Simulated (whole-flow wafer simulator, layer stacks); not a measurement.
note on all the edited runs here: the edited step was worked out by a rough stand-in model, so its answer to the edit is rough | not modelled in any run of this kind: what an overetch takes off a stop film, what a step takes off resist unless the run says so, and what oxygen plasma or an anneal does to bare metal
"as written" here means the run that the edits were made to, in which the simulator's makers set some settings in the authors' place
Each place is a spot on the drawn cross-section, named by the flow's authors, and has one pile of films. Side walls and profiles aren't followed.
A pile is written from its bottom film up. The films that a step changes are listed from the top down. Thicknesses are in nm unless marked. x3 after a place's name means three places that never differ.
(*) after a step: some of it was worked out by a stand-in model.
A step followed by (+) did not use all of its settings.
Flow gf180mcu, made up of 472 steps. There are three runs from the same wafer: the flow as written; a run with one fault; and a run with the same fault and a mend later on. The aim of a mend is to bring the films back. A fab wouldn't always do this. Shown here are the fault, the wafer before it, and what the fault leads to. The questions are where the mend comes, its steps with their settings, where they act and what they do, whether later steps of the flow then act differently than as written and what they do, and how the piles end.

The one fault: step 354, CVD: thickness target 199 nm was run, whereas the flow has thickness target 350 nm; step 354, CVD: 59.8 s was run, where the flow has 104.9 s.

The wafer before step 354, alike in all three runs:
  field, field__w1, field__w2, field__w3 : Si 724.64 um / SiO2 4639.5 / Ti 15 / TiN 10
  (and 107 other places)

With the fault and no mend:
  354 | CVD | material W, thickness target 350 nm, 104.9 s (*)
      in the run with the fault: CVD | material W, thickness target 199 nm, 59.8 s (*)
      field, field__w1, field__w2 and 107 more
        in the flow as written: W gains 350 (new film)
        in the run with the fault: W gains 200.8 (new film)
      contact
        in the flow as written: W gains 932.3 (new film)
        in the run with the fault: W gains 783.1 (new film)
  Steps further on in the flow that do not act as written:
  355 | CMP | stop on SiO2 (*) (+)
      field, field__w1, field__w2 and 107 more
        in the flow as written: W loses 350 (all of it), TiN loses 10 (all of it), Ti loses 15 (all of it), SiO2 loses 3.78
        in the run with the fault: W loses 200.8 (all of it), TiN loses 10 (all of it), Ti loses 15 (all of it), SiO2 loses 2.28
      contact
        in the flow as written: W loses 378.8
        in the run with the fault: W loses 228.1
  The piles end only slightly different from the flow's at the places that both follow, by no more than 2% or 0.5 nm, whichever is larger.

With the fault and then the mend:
  The mend stands after step 354.
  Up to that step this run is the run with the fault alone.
  354a | CVD | material W, thickness target 151 nm, 45.26 s (the flow's step 354, run once more with other settings)
      field, field__w1, field__w2 and 108 more
        W gains 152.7
  None of the later steps of the flow differs from how it acts as written, at any place that is followed, by more than 2% or 0.5 nm, whichever is larger.
  The piles end only slightly different from the flow's at the places that both follow, by no more than 2% or 0.5 nm, whichever is larger.
